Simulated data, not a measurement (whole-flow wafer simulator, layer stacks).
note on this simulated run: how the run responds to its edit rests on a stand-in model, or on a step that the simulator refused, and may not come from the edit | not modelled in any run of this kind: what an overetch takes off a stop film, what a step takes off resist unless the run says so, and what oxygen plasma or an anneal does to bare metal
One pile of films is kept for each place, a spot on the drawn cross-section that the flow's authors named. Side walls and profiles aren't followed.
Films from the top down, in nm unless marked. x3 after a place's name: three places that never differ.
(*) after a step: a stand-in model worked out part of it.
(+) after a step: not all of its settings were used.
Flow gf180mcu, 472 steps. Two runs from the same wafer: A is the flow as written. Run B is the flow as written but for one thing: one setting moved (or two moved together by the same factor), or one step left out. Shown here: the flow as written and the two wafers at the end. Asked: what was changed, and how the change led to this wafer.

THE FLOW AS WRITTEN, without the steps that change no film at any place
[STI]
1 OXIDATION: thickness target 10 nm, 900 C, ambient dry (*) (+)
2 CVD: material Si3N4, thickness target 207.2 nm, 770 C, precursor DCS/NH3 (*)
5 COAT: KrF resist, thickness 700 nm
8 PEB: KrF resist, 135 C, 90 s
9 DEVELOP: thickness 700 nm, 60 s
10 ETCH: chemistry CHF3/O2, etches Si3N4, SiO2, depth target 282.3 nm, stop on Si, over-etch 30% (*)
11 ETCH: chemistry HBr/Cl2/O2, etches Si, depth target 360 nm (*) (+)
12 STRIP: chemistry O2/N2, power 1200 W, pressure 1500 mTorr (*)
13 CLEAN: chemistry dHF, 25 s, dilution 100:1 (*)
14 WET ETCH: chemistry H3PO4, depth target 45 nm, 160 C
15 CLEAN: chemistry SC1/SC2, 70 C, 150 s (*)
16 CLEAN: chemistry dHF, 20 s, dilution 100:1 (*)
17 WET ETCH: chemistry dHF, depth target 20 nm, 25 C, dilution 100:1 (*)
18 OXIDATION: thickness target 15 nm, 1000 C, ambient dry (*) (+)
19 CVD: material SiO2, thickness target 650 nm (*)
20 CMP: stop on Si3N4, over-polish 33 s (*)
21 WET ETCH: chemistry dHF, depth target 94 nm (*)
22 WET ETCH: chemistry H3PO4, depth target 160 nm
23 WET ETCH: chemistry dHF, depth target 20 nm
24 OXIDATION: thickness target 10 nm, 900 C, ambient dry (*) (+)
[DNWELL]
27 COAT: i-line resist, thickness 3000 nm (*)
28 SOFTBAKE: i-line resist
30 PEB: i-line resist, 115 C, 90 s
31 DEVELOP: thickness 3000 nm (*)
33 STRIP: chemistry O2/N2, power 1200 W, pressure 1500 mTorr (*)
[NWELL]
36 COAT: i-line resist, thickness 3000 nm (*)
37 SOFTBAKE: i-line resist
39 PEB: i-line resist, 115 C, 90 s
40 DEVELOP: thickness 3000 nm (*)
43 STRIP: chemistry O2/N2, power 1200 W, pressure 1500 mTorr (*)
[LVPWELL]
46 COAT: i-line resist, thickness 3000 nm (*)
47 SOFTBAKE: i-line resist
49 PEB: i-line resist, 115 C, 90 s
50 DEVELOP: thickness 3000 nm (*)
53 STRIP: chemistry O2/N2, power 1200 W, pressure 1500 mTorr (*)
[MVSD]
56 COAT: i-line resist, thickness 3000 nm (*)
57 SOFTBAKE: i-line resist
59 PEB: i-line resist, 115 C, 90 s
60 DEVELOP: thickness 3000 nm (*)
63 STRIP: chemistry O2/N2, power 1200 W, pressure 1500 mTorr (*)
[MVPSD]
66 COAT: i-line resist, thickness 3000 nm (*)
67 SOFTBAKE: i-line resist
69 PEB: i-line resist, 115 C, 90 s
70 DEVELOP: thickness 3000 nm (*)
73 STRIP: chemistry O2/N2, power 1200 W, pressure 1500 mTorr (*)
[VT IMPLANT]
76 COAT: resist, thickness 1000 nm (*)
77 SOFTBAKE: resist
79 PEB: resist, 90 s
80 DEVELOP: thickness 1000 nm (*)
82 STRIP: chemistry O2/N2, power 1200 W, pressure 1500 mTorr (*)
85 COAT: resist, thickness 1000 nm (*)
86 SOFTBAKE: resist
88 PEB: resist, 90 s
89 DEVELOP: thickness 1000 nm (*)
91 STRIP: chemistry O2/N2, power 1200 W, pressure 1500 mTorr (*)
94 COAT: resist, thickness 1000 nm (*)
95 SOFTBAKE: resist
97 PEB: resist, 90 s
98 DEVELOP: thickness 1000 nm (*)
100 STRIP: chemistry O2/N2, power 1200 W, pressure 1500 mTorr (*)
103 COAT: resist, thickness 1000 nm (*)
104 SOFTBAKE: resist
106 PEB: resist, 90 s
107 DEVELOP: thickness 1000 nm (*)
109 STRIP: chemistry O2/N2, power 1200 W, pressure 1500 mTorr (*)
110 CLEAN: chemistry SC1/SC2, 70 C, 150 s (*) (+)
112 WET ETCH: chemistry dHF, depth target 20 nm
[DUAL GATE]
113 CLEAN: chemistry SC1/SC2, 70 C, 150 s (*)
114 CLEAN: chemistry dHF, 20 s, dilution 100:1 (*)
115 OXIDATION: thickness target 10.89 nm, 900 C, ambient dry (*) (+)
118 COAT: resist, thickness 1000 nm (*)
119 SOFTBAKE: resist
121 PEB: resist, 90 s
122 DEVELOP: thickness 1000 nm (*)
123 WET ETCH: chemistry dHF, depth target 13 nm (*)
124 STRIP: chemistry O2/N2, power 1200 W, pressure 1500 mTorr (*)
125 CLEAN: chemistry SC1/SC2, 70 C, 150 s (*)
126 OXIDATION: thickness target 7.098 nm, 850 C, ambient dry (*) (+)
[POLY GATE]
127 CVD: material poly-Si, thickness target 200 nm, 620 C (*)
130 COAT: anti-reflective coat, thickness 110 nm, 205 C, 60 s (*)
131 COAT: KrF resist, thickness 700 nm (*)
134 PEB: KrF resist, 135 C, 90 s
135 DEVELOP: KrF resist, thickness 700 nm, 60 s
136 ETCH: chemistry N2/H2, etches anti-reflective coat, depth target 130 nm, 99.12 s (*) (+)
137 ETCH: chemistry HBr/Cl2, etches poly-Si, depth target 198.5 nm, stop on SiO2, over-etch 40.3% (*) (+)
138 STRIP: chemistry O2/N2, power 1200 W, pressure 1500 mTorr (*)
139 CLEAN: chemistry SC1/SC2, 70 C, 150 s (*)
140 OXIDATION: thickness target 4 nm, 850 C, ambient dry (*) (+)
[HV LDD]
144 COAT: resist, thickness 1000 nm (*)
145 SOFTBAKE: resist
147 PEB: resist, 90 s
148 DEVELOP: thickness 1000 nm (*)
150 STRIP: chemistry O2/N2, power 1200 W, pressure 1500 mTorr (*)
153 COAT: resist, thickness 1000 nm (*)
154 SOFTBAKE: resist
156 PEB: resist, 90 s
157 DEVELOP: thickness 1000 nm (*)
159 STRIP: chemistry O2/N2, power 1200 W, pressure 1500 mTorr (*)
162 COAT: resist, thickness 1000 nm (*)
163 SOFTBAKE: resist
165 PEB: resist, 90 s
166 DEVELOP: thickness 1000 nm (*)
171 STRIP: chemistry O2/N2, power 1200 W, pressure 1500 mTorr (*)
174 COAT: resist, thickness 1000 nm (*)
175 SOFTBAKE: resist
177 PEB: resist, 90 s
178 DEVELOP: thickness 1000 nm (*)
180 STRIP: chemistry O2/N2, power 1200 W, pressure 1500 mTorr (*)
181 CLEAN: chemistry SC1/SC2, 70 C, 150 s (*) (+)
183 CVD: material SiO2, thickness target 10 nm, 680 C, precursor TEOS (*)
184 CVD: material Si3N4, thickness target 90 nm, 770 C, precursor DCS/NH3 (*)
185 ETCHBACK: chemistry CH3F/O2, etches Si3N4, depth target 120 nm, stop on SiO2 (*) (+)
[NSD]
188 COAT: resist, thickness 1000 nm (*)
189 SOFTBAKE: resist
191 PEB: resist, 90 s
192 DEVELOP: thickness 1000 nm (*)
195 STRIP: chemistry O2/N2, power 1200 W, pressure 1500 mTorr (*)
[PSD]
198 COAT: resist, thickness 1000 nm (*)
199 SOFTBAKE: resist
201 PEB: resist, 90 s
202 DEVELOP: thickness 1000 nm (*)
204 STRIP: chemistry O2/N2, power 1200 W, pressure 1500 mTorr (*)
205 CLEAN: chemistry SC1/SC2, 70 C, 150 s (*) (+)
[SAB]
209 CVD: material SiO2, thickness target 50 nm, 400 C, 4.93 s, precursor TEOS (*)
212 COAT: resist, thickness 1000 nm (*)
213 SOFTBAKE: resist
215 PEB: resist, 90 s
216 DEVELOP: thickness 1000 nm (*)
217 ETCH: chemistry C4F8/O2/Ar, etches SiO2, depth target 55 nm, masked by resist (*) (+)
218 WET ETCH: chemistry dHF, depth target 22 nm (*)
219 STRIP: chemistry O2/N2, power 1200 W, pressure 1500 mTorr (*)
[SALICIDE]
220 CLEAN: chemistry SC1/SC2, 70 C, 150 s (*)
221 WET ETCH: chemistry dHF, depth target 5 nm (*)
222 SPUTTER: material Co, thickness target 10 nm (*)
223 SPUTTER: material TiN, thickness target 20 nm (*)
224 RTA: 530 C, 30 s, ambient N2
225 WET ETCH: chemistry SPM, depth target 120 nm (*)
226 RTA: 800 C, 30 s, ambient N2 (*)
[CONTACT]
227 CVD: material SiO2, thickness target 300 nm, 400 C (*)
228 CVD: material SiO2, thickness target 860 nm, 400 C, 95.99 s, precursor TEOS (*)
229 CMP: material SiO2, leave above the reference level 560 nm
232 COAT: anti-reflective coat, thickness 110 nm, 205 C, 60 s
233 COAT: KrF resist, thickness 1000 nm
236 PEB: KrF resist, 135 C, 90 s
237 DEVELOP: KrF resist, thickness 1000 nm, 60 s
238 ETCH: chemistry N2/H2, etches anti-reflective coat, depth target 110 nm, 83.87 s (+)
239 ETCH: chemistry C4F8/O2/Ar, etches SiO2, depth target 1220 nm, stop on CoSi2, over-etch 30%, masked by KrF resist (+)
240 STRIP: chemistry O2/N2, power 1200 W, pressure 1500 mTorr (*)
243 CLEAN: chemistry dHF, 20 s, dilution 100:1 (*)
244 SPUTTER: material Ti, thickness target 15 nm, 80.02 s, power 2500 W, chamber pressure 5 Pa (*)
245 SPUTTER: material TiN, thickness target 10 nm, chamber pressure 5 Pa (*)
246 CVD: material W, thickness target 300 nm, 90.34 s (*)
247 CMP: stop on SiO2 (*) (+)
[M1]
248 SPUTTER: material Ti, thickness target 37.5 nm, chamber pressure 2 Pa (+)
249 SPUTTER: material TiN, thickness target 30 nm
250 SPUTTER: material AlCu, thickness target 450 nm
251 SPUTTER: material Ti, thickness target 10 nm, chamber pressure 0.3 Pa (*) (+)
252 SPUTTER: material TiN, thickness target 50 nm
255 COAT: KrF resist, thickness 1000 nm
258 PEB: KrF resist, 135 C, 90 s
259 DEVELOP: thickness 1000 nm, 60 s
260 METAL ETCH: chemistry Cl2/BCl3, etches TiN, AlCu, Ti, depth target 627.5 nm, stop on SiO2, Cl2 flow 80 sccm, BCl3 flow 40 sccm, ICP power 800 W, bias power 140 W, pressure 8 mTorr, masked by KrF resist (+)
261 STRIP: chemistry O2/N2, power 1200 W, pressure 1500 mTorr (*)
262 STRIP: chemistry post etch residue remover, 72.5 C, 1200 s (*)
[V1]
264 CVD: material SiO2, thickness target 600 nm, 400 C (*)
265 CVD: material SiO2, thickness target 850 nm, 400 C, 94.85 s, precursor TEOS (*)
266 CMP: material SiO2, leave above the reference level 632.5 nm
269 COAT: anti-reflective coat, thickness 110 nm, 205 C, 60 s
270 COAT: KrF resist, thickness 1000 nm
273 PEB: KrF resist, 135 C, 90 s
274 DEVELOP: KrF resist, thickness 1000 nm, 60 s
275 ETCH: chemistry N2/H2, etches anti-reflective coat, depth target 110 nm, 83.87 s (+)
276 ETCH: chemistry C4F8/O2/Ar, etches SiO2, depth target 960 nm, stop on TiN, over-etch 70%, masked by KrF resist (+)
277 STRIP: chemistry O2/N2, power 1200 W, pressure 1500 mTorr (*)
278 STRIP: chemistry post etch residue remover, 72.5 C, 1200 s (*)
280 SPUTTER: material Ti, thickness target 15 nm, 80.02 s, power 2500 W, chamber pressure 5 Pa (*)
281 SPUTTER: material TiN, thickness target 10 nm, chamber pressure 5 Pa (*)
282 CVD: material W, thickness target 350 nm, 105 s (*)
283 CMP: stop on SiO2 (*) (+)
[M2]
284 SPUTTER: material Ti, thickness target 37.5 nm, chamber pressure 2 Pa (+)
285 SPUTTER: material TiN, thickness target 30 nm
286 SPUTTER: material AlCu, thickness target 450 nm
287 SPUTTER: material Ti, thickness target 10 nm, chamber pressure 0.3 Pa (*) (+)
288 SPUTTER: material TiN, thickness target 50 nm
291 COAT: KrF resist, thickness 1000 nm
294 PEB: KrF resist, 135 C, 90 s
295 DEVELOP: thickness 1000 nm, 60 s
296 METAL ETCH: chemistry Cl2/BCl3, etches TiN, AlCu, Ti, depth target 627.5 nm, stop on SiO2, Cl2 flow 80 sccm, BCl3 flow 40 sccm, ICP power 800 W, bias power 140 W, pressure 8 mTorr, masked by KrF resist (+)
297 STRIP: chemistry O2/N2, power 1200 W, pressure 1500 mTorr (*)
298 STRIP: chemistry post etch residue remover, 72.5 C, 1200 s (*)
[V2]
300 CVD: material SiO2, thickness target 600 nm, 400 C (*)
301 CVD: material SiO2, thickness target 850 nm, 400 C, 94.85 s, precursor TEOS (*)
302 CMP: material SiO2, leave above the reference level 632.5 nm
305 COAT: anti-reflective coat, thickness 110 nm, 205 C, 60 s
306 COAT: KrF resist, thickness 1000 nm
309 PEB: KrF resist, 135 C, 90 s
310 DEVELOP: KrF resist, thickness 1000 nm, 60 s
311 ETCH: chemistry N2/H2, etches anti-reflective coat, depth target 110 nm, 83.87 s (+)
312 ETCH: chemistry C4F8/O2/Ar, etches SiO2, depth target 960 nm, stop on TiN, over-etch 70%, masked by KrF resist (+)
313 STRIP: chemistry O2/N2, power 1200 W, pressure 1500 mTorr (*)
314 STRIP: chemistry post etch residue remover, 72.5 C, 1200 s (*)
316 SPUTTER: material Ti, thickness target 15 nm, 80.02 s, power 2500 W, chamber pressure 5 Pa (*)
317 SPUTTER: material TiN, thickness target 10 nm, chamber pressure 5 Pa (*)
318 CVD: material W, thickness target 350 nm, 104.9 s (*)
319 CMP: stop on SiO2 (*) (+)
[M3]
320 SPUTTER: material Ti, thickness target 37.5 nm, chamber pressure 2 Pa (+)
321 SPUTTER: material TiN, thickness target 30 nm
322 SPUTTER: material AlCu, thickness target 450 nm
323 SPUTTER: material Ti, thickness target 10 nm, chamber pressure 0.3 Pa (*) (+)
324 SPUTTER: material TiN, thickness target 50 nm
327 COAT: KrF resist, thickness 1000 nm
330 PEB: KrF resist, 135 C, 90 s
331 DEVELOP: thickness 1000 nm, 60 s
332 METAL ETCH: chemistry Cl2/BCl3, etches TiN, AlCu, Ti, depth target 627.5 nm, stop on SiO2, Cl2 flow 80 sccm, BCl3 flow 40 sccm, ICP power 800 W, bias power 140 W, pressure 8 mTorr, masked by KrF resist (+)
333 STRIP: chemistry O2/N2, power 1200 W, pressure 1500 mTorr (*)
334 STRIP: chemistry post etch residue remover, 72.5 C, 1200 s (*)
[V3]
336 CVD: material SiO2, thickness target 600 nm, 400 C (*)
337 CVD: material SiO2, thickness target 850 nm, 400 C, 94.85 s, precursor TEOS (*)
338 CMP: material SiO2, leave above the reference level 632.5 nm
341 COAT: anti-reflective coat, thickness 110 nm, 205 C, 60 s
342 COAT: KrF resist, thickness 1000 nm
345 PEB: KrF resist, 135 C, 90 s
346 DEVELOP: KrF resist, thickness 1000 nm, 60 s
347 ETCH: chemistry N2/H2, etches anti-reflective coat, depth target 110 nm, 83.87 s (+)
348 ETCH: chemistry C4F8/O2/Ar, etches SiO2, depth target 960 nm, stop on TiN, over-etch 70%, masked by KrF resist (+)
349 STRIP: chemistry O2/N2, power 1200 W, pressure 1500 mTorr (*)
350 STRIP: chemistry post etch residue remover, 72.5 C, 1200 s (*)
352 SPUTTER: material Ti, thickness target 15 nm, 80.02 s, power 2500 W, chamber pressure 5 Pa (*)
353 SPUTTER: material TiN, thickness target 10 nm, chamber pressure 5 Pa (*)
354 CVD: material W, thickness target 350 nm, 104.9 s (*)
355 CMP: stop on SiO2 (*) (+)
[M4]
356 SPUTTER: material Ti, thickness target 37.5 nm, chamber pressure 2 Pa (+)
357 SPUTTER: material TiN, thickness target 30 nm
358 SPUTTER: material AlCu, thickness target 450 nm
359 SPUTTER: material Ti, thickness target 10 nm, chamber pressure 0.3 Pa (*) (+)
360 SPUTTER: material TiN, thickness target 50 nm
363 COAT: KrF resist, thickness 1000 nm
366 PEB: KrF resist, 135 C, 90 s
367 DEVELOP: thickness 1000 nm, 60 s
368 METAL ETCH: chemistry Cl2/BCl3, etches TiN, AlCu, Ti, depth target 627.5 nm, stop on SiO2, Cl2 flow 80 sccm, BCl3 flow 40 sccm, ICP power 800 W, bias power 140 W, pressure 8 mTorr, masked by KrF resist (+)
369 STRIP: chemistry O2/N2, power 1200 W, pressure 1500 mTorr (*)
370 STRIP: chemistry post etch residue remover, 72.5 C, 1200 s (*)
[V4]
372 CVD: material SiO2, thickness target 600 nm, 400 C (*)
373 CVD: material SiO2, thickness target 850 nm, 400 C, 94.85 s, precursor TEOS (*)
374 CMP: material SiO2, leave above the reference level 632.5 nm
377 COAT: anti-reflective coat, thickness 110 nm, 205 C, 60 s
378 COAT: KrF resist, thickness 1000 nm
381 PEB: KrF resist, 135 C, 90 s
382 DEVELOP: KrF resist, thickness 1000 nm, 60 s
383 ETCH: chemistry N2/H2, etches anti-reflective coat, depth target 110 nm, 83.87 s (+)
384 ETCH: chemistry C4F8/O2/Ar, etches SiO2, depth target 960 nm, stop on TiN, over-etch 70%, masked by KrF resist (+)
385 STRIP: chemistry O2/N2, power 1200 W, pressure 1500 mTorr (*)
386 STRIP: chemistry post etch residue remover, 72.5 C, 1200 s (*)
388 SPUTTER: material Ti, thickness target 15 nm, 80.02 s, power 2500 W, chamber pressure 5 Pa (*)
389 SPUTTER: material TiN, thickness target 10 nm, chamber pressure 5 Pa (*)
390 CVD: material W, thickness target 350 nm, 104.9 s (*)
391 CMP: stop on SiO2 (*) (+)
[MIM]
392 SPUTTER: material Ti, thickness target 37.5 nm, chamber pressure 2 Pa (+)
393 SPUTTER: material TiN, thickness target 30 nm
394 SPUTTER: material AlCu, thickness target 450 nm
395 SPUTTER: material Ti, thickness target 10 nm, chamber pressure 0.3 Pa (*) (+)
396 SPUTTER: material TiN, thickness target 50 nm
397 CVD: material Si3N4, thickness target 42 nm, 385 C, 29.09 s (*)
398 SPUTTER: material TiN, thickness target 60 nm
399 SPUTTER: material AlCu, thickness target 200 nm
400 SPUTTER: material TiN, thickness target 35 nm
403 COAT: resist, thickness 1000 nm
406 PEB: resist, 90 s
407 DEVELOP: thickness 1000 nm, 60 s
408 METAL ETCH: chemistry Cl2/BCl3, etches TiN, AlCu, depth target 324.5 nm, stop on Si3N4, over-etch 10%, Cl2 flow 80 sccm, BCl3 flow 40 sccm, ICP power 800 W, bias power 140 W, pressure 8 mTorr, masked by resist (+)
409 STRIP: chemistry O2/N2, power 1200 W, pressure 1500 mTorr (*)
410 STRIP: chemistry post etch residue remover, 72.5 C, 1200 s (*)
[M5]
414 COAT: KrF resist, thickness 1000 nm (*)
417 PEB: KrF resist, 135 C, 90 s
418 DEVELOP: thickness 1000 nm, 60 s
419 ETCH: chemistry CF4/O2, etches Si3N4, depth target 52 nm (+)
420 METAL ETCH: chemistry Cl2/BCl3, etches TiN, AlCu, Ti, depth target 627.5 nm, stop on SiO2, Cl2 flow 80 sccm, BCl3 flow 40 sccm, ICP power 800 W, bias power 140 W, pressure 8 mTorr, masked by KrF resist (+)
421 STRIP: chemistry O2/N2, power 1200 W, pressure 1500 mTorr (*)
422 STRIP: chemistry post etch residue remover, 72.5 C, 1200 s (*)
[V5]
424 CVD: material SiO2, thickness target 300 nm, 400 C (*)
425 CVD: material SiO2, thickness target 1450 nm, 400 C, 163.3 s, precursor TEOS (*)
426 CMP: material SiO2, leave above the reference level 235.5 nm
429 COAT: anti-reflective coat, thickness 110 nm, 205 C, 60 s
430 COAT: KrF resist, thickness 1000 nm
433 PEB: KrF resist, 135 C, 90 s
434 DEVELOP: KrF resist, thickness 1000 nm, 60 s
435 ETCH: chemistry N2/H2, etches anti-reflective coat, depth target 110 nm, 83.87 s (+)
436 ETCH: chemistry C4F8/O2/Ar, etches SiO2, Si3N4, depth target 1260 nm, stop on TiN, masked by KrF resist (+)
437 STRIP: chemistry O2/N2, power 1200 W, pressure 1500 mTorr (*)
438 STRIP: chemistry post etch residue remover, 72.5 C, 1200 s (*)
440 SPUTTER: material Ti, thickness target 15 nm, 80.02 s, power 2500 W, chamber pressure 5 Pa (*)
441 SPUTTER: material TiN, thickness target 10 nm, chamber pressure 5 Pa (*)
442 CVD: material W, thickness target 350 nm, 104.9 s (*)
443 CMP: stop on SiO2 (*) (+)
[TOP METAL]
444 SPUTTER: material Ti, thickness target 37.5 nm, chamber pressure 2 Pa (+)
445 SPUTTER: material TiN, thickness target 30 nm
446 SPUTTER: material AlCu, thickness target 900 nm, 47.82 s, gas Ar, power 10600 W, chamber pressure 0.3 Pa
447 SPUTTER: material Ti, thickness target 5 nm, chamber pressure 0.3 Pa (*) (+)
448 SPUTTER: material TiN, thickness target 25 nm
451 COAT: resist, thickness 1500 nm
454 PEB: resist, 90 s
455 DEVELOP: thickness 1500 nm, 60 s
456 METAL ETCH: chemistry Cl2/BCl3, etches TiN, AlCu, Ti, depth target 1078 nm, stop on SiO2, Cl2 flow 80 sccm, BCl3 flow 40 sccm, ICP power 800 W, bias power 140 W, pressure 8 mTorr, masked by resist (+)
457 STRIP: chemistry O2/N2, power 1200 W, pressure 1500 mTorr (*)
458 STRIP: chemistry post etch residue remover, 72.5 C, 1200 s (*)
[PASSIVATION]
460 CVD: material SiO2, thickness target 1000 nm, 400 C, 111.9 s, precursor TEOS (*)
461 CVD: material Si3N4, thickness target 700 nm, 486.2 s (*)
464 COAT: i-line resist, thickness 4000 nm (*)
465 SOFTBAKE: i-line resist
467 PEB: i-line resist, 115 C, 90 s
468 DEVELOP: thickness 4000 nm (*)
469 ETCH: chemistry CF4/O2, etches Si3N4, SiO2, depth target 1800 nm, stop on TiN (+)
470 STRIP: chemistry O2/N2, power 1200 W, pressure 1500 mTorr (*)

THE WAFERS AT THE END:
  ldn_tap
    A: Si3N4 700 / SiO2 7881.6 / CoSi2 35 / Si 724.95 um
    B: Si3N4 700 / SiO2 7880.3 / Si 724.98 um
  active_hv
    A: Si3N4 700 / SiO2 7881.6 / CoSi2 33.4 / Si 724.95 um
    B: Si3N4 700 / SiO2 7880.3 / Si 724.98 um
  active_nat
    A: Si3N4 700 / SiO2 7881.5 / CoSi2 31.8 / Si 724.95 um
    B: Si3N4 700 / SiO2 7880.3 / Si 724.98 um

The cause: step 217, ETCH: chemistry C4F8/O2/Ar, etches SiO2, depth target 55 nm, masked by resist (*) (+), was left out.

How the change led to this, step by step:
  218 WET ETCH: chemistry dHF, depth target 22 nm (*)
      active, p_well, sd_n, iso_ptap_pw, iso_ntap_nw, iso_ptap_sub, vpnp_e: A SiO2 -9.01 (all of it) | B SiO2 -61.1
      ldn_tap, ldn_src, ldn_drn, ldp_tap, ldp_src, ldp_drn, ldp_gr: A SiO2 -16 (all of it) | B SiO2 -61.1
      (and at 86 more places)
  219 STRIP: chemistry O2/N2, power 1200 W, pressure 1500 mTorr (*)
      active, p_well, sd_n and 20 more: A chemical SiO2 +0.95 (new film), Si -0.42 | B nothing
  221 WET ETCH: chemistry dHF, depth target 5 nm (*)
      active_hv, active_nat, ld_sd_n and 11 more: A chemical SiO2 -0.76 (all of it) | B SiO2 -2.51
      active, sd_n, iso_ntap_nw: A chemical SiO2 -0.76 (all of it) | B SiO2 -2.54 (all of it)
      (and at 6 more places)
  223 SPUTTER: material TiN, thickness target 20 nm (*)
      field__w12: A TiN +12 (new film) | B TiN +12.9 (new film)
      ld_sd_n: A TiN +15.5 (new film) | B TiN +16.3 (new film)
  224 RTA: 530 C, 30 s, ambient N2
      ldn_tap, ldn_src, ldn_drn, ldp_tap, ldp_src, ldp_drn, ldp_gr: A under 1 film: CoSi +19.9 (new film), Co -10 (all of it), Si -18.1 | B nothing
      active_hv: A under 1 film: CoSi +19 (new film), Co -9.55 (all of it), Si -17.3 | B nothing
      (and at 6 more places)
  225 WET ETCH: chemistry SPM, depth target 120 nm (*)
      ldn_tap, ldn_src, ldn_drn, ldp_tap, ldp_src, ldp_drn, ldp_gr: A TiN -20 (all of it) | B TiN -20 (all of it), Co -10 (all of it)
      active_hv: A TiN -19 (all of it) | B TiN -19.1 (all of it), Co -9.57 (all of it)
      (and at 7 more places)
  226 RTA: 800 C, 30 s, ambient N2 (*)
      ldn_tap, ldn_src, ldn_drn, ldp_tap, ldp_src, ldp_drn, ldp_gr: A CoSi2 +35 (new film), CoSi -19.9 (all of it), Si -18.1 | B nothing
      active_hv: A CoSi2 +33.4 (new film), CoSi -19 (all of it), Si -17.3 | B nothing
      (and at 6 more places)
  227 CVD: material SiO2, thickness target 300 nm, 400 C (*)
      active_hv, active_nat, ld_sd_n and 11 more: A SiO2 +300 (new film) | B SiO2 +300
  228 CVD: material SiO2, thickness target 860 nm, 400 C, 95.99 s, precursor TEOS (*)
      ld_drift_p: A SiO2 +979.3 | B SiO2 +959.1
  229 CMP: material SiO2, leave above the reference level 560 nm
      ldn_sep__w1, ldn_sep__w2, ldn_dft and 7 more: A SiO2 -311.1 | B SiO2 -328.5
      sti, mim_1p0, pad, dice_street, iso_nw_fld, iso_fld_sub: A SiO2 -297 | B SiO2 -314.3
      (and at 46 more places)
Counting metal films that touch as one body, ldn_tap has 0 bodies; the flow as written gives 1 body.
Counting metal films that touch as one body, active_hv has 0 bodies; the flow as written gives 1 body.
Counting metal films that touch as one body, active_nat has 0 bodies; the flow as written gives 1 body.
